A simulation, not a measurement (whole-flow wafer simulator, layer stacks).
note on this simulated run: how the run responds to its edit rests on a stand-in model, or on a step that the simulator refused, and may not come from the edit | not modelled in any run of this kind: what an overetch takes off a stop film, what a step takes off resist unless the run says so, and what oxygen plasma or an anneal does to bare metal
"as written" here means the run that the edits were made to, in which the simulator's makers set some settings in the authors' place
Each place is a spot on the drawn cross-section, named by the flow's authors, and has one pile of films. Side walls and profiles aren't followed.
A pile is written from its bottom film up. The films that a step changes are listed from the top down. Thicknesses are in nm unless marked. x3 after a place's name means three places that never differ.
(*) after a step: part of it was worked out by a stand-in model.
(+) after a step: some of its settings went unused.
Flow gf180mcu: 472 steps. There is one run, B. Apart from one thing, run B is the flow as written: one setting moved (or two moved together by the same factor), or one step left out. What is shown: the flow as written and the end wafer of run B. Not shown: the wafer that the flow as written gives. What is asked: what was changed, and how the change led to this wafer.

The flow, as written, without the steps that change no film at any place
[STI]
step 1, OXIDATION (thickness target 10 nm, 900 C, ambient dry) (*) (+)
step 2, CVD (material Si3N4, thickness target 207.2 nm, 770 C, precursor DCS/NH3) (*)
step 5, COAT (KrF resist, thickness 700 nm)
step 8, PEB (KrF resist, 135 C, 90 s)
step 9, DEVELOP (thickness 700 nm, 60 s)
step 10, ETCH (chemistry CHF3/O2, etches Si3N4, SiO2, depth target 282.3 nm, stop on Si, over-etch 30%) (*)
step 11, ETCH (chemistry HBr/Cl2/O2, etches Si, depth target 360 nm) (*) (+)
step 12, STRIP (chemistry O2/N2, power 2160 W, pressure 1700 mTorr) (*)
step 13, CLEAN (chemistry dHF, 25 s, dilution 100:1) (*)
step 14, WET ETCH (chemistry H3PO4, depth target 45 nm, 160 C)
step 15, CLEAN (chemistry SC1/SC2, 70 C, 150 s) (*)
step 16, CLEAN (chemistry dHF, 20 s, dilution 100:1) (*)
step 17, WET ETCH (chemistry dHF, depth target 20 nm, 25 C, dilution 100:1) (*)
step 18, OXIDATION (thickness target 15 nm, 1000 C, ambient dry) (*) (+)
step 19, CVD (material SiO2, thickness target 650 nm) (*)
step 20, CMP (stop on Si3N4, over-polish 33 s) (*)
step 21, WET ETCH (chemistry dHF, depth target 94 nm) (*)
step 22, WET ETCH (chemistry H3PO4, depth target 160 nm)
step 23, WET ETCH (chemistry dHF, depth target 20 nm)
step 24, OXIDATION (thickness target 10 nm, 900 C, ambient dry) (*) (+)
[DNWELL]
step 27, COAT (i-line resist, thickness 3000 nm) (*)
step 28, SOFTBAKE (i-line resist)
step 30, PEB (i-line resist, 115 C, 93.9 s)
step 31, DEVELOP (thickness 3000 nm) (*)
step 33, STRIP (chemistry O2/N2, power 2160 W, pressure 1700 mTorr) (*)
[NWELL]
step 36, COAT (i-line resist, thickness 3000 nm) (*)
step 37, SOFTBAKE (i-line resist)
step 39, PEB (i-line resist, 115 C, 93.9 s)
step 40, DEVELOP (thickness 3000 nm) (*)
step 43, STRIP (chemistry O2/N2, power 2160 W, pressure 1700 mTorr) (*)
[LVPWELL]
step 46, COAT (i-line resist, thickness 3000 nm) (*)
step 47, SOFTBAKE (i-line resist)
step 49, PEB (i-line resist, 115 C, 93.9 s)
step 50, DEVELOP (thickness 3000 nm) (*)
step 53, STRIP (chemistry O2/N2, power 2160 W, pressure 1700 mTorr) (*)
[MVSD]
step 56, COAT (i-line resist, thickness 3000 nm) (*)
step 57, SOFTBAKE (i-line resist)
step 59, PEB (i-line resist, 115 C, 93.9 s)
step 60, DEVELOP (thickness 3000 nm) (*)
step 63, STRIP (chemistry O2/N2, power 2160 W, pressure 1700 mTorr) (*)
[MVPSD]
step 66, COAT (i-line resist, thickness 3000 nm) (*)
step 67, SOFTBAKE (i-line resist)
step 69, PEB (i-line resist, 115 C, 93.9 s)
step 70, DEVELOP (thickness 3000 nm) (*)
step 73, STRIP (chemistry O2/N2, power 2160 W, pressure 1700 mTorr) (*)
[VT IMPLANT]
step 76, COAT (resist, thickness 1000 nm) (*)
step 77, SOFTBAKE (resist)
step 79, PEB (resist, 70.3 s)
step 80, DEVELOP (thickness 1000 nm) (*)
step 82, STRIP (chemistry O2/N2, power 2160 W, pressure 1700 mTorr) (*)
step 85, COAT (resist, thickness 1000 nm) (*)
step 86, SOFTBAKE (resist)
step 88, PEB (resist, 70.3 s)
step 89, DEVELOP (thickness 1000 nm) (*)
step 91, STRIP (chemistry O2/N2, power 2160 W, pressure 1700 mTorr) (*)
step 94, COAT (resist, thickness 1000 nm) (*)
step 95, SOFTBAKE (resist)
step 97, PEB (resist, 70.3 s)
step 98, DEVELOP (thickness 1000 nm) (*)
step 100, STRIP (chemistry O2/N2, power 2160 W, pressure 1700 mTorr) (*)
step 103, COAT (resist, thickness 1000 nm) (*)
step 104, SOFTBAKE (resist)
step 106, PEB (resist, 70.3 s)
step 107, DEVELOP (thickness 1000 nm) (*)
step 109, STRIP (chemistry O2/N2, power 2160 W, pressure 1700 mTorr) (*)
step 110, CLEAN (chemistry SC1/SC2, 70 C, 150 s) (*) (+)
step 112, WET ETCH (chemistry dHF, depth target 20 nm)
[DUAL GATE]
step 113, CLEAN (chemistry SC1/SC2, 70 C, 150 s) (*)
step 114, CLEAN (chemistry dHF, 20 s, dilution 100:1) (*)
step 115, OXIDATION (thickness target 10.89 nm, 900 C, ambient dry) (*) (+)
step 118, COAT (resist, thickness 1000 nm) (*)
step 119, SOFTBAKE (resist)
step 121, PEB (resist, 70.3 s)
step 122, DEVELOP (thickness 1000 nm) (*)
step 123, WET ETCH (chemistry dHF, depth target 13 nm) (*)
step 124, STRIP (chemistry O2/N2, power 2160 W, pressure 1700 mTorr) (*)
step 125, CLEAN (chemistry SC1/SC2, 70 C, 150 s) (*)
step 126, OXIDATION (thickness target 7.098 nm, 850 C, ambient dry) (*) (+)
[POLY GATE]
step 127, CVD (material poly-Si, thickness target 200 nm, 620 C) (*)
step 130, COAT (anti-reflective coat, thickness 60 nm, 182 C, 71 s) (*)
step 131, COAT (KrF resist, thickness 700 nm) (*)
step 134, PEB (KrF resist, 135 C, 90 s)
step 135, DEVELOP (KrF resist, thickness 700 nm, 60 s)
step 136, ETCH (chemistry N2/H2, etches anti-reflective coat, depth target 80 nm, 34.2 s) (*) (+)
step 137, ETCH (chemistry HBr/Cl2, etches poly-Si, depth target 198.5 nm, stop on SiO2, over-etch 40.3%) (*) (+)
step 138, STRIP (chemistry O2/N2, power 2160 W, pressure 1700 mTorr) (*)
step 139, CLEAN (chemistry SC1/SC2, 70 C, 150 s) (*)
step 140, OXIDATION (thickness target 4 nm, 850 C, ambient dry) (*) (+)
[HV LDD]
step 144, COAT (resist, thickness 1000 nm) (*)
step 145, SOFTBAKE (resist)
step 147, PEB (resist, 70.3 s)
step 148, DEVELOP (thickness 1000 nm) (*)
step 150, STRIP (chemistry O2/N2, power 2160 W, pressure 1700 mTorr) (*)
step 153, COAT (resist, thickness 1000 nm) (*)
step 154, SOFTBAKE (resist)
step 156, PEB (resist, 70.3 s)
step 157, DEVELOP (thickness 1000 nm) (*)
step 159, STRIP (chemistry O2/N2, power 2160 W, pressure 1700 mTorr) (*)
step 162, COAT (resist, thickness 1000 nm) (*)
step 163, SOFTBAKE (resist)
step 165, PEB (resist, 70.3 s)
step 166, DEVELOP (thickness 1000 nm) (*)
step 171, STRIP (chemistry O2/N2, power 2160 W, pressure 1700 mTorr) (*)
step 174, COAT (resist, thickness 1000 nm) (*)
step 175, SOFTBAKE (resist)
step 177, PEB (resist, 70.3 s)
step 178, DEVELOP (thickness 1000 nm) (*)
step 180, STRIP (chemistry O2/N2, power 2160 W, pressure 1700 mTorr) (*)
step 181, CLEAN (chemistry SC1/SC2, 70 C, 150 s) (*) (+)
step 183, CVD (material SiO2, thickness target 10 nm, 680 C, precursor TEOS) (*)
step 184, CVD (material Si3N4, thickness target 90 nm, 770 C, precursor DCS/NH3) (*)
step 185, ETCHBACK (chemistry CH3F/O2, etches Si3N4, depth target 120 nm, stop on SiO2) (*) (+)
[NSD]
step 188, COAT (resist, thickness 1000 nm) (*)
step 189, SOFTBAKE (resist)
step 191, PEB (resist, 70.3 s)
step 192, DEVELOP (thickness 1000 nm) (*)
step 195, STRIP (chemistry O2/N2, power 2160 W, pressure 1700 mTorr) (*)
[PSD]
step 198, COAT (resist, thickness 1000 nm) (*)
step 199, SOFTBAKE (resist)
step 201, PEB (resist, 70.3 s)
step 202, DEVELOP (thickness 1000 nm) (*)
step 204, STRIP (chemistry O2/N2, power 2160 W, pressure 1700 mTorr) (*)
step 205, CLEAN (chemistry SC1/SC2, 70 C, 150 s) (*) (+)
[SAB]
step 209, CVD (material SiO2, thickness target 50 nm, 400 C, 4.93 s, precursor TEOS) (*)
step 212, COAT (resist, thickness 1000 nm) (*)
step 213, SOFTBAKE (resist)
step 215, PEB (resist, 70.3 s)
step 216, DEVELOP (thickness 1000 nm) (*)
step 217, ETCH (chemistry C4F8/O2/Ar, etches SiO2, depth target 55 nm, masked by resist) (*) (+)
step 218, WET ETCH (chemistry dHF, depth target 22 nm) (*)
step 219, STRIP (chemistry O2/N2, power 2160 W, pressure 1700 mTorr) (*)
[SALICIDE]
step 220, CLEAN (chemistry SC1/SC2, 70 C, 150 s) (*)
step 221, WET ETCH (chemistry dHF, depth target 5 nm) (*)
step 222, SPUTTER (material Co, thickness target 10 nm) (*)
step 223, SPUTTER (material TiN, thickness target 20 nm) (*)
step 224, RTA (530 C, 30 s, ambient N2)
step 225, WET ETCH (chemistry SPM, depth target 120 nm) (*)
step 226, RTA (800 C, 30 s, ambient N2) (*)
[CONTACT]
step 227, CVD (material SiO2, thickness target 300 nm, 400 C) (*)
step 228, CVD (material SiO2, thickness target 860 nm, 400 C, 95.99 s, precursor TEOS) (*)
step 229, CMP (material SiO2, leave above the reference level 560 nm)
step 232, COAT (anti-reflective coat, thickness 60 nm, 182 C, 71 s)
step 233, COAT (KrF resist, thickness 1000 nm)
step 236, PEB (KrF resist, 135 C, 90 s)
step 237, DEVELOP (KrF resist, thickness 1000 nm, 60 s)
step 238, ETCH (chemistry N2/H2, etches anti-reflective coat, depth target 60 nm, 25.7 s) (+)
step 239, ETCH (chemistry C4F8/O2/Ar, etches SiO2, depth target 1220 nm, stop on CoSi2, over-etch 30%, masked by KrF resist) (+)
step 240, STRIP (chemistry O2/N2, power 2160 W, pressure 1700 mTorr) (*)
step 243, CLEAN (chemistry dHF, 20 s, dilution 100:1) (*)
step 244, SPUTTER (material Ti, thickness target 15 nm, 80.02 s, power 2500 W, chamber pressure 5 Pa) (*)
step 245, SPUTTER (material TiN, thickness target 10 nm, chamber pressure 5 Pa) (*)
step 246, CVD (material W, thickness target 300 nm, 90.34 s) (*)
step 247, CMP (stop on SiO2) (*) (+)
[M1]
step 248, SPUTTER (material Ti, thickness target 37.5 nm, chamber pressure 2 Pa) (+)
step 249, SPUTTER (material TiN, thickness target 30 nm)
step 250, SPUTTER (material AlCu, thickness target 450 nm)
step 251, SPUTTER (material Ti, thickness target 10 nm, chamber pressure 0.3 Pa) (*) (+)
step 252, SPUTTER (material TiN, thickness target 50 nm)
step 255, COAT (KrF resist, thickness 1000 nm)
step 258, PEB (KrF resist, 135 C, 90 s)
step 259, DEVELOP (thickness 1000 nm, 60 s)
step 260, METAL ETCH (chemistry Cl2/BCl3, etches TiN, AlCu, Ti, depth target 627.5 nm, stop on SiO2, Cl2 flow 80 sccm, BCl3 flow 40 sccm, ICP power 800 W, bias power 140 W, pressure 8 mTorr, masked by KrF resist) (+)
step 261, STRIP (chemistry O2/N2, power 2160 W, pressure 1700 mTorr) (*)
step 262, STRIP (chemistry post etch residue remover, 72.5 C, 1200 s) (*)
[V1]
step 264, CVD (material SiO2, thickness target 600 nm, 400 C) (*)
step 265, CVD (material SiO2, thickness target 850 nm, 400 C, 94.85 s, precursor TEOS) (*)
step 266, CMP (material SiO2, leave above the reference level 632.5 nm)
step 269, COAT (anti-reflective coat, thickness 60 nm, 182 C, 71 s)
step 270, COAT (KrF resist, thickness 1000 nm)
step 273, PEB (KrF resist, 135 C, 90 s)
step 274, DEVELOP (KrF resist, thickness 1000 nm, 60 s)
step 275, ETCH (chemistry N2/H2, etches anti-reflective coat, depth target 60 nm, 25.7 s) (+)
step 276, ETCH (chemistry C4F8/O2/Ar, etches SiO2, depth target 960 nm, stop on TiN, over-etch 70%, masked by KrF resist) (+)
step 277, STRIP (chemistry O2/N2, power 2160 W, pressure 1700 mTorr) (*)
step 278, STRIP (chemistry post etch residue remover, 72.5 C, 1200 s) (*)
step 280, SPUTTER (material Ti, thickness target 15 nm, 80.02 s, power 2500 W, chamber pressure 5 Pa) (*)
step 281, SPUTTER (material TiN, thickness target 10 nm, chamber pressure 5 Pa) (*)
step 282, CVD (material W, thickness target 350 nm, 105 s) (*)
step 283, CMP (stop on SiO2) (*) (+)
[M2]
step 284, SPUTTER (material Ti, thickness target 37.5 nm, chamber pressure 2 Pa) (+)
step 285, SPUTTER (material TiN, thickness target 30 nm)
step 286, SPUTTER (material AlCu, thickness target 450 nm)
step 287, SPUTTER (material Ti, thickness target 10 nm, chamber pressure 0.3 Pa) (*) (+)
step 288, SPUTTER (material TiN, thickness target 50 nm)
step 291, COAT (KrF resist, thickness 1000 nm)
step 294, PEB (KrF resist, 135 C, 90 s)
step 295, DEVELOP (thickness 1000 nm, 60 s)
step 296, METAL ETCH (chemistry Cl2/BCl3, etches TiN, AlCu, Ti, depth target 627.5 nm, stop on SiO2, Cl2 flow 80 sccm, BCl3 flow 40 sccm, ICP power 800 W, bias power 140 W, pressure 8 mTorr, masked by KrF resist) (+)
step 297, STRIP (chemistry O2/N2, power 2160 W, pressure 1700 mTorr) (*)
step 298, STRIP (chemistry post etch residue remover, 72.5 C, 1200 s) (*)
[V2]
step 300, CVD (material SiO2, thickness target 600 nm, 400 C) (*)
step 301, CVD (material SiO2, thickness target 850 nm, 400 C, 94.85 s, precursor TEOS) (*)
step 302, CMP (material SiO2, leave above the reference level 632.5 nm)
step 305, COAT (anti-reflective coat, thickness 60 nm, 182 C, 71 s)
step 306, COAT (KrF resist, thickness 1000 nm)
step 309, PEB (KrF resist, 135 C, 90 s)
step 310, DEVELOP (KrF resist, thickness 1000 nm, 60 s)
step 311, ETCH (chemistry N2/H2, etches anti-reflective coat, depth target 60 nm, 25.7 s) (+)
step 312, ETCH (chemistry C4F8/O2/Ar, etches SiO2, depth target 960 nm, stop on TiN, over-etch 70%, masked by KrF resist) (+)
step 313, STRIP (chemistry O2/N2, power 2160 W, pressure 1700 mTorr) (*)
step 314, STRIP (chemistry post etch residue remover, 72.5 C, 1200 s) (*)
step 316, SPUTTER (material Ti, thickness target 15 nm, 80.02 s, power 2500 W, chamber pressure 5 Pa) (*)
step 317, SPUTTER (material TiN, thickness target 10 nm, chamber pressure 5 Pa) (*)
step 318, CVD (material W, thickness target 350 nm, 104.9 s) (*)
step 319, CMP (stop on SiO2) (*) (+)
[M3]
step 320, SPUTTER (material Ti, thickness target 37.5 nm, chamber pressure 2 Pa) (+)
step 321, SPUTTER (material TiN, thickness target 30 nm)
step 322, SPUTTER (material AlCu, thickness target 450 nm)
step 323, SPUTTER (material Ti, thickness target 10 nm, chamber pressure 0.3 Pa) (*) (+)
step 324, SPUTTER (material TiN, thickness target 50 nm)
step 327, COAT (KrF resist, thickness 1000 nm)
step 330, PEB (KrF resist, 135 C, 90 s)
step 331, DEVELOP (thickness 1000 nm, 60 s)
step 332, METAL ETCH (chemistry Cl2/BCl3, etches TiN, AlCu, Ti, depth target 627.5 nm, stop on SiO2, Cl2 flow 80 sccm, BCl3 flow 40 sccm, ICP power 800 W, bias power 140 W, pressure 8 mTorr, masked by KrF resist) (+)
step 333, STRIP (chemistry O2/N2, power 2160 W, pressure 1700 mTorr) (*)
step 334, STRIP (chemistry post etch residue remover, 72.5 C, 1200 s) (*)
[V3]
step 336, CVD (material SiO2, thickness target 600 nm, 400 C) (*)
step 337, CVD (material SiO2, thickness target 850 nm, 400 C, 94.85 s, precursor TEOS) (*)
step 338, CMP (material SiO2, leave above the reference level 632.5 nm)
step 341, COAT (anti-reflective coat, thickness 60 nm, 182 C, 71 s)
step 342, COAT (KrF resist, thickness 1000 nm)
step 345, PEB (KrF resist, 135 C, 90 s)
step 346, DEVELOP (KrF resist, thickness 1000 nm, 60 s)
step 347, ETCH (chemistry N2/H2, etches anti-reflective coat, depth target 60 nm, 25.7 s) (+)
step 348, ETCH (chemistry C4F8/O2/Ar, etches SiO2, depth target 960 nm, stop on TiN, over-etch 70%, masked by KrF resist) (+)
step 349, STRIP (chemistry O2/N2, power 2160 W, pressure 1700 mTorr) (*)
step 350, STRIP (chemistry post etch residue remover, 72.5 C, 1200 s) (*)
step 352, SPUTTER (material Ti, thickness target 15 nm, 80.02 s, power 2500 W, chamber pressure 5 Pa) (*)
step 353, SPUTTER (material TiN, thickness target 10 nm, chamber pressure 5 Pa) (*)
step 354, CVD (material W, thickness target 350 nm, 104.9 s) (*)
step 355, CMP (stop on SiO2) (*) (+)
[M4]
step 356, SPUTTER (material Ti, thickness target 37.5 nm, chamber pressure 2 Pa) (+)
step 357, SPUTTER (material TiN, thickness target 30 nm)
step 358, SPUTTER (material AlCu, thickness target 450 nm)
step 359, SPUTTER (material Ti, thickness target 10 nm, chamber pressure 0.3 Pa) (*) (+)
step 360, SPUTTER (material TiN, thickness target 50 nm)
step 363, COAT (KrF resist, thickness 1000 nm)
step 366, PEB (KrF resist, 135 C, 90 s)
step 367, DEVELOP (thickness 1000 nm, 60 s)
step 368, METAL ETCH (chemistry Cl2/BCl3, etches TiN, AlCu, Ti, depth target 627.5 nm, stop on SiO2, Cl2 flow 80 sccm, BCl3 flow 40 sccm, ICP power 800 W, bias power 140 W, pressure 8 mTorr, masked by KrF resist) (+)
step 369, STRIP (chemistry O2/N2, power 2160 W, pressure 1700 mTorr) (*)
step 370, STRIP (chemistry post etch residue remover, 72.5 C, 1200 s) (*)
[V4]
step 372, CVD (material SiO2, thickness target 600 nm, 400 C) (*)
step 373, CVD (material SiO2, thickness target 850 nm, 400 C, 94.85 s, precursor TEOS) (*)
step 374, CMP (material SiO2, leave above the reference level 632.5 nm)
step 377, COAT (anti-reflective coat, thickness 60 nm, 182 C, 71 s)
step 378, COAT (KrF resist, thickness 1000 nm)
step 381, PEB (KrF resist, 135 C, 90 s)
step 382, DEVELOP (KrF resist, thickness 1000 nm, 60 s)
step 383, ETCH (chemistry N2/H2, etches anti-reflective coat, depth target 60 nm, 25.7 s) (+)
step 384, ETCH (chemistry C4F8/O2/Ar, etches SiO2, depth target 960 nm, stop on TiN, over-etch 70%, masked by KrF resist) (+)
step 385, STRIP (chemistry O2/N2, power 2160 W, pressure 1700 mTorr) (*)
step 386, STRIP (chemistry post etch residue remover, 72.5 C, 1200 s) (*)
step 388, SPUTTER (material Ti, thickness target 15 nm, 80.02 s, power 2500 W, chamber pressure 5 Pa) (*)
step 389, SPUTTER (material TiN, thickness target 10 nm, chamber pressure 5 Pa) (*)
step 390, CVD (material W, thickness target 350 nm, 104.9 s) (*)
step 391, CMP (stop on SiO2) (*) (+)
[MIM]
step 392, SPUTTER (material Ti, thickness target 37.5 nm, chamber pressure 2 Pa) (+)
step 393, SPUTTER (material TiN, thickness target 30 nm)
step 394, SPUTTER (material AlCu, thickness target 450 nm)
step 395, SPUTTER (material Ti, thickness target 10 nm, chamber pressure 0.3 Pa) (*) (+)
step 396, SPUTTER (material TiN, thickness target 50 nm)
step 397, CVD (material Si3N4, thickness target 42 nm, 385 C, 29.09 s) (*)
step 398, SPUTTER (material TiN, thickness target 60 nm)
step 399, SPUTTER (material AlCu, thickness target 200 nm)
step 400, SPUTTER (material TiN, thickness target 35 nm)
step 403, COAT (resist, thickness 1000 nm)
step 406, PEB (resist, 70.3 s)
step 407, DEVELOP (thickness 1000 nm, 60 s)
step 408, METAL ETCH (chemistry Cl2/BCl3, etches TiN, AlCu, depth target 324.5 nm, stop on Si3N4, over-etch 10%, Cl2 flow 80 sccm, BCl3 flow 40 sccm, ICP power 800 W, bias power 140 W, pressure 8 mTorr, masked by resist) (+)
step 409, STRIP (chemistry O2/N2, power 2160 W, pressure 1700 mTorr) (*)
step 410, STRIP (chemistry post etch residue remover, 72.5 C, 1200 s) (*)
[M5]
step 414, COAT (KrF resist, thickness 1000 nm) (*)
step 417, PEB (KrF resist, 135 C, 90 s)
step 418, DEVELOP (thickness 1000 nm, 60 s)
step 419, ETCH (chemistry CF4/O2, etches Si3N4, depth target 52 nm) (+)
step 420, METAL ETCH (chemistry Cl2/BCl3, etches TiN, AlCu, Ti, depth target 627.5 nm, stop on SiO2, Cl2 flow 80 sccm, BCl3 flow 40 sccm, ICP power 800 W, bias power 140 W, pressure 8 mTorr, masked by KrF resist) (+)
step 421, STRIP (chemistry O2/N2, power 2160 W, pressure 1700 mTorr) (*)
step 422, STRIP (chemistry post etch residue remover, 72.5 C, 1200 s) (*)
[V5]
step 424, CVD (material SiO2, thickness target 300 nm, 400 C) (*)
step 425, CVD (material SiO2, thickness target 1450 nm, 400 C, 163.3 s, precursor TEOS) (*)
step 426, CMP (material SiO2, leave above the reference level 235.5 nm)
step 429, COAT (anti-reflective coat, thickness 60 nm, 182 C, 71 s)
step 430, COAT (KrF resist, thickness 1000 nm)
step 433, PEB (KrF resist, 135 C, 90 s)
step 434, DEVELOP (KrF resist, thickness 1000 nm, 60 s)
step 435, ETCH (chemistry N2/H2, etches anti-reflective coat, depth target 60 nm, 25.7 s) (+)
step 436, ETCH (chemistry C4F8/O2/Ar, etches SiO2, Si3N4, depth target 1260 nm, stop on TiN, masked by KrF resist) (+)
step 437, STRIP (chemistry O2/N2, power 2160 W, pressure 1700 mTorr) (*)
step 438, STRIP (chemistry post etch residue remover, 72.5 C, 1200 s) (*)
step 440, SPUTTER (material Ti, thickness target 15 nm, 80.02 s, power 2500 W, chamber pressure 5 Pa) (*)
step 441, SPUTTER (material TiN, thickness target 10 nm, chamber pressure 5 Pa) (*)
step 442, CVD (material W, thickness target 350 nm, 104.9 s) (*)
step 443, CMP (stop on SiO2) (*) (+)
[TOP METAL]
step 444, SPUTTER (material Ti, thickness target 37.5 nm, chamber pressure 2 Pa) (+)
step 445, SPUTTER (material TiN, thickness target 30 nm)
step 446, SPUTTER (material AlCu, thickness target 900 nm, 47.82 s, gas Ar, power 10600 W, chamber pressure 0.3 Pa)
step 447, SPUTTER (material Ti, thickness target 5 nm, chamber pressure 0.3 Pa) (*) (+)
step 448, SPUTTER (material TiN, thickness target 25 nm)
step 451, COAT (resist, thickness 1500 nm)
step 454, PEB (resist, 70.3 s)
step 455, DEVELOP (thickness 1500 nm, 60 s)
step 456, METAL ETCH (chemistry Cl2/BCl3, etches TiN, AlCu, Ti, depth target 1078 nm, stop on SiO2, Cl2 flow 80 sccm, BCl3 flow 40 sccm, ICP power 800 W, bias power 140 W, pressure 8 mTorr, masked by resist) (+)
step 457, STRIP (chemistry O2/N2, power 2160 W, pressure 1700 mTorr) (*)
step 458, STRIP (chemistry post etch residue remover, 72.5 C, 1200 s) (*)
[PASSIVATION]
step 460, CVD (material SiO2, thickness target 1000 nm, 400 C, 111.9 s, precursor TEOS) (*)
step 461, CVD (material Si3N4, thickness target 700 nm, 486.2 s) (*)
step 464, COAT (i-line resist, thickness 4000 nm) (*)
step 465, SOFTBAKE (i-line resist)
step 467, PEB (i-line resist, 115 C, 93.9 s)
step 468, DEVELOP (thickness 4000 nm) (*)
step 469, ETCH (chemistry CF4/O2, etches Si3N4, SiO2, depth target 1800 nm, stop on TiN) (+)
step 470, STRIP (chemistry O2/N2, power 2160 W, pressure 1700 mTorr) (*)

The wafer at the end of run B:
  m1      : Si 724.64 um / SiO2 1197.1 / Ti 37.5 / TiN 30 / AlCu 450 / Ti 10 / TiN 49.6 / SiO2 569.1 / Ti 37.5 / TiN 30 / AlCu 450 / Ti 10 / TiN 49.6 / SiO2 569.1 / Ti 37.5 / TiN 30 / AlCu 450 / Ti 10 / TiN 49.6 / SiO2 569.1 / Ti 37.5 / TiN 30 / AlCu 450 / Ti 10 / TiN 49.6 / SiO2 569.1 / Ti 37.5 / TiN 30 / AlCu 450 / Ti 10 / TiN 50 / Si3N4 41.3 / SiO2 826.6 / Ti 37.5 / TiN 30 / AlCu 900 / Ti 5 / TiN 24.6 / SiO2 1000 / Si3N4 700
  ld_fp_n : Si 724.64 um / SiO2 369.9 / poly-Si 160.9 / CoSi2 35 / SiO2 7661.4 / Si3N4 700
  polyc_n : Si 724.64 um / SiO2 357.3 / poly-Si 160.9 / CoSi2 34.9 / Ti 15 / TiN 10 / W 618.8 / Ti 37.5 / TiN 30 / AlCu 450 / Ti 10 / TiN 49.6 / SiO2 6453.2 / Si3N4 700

The reason: step 23, WET ETCH: depth target 28.5 nm was run, though the flow has depth target 20 nm.

Step by step, how the change led to this:
  step 23, WET ETCH (chemistry dHF, depth target 20 nm)
      field, field_sub, sti and 33 more: -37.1 SiO2 (it would be, as written: -26 SiO2)
      npoly_sal: -37 SiO2 (it would be, as written: -26 SiO2)
  step 28, SOFTBAKE (i-line resist)
      nw_enc_fld: +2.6 i-line resist (it would be, as written: -1.36 i-line resist)
      field: +1.66 i-line resist (it would be, as written: +2.45 i-line resist)
      (also at 35 further places)
  step 37, SOFTBAKE (i-line resist)
      nw_enc_fld: +2.6 i-line resist (it would be, as written: -1.36 i-line resist)
      field: +1.66 i-line resist (it would be, as written: +2.45 i-line resist)
      (also at 35 further places)
  step 47, SOFTBAKE (i-line resist)
      nw_enc_fld: +2.6 i-line resist (it would be, as written: -1.36 i-line resist)
      field: +1.66 i-line resist (it would be, as written: +2.45 i-line resist)
      (also at 35 further places)
  step 57, SOFTBAKE (i-line resist)
      nw_enc_fld: +2.6 i-line resist (it would be, as written: -1.36 i-line resist)
      field: +1.66 i-line resist (it would be, as written: +2.45 i-line resist)
      (also at 35 further places)
  step 67, SOFTBAKE (i-line resist)
      nw_enc_fld: +2.6 i-line resist (it would be, as written: -1.36 i-line resist)
      field: +1.66 i-line resist (it would be, as written: +2.45 i-line resist)
      (also at 35 further places)
  step 77, SOFTBAKE (resist)
      gate_p_hv: +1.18 resist (it would be, as written: +1.75 resist)
      iso_ptap_sub: +1.38 resist (it would be, as written: +1.9 resist)
  step 86, SOFTBAKE (resist)
      gate_p_hv: +1.18 resist (it would be, as written: +1.75 resist)
      iso_ptap_sub: +1.38 resist (it would be, as written: +1.9 resist)
  step 95, SOFTBAKE (resist)
      gate_p_hv: +1.18 resist (it would be, as written: +1.75 resist)
      iso_ptap_sub: +1.38 resist (it would be, as written: +1.9 resist)
  step 104, SOFTBAKE (resist)
      gate_p_hv: +1.18 resist (it would be, as written: +1.75 resist)
      iso_ptap_sub: +1.38 resist (it would be, as written: +1.9 resist)
  step 119, SOFTBAKE (resist)
      gate_p_hv: +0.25 resist (it would be, as written: +0.83 resist)
      iso_ptap_sub: +0.54 resist (it would be, as written: +1.06 resist)
  step 130, COAT (anti-reflective coat, thickness 60 nm, 182 C, 71 s) (*)
      p_well, spacer, sd_n: +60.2 anti-reflective coat (new film) (it would be, as written: +70.9 anti-reflective coat (new film))
      field__w1: +56.1 anti-reflective coat (new film) (it would be, as written: +50.8 anti-reflective coat (new film))
      (also at 72 further places)
  step 136, ETCH (chemistry N2/H2, etches anti-reflective coat, depth target 80 nm, 34.2 s) (*) (+)
      p_well, spacer, sd_n: -60.2 anti-reflective coat (all of it), -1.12 poly-Si (it would be, as written: -70.9 anti-reflective coat (all of it), -0.85 poly-Si)
      field__w1: -56.1 anti-reflective coat (all of it), -1.23 poly-Si (it would be, as written: -50.8 anti-reflective coat (all of it), -1.37 poly-Si)
      (also at 51 further places)
  step 138, STRIP (chemistry O2/N2, power 2160 W, pressure 1700 mTorr) (*)
      gate: +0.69 chemical SiO2 (new film), -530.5 KrF resist (all of it), -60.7 anti-reflective coat (all of it), -0.3 poly-Si (it would be, as written: +0.68 chemical SiO2 (new film), -531.7 KrF resist (all of it), -65.5 anti-reflective coat (all of it), -0.3 poly-Si)
      gate_hv: +0.69 chemical SiO2 (new film), -525.8 KrF resist (all of it), -59.3 anti-reflective coat (all of it), -0.3 poly-Si (it would be, as written: +0.68 chemical SiO2 (new film), -528.4 KrF resist (all of it), -61 anti-reflective coat (all of it), -0.3 poly-Si)
      (also at 19 further places)
  step 144, COAT (resist, thickness 1000 nm) (*)
      field__w6: +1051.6 resist (new film) (it would be, as written: +1022.5 resist (new film))
  step 145, SOFTBAKE (resist)
      field: +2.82 resist (it would be, as written: -0.3 resist)
      nw_enc_fld_lv__w3: -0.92 resist (it would be, as written: +2.63 resist)
      (also at 5 further places)
  ... 20 other steps ...
  step 229, CMP (material SiO2, leave above the reference level 560 nm)
      ldn_sep__w1, ldn_sep__w2, ldn_dft and 8 more: -300 SiO2 (it would be, as written: -311 SiO2)
      sti, mim_1p0, pad, dice_street, iso_nw_fld, iso_fld_sub: -285.8 SiO2 (it would be, as written: -296.8 SiO2)
      (also at 48 further places)
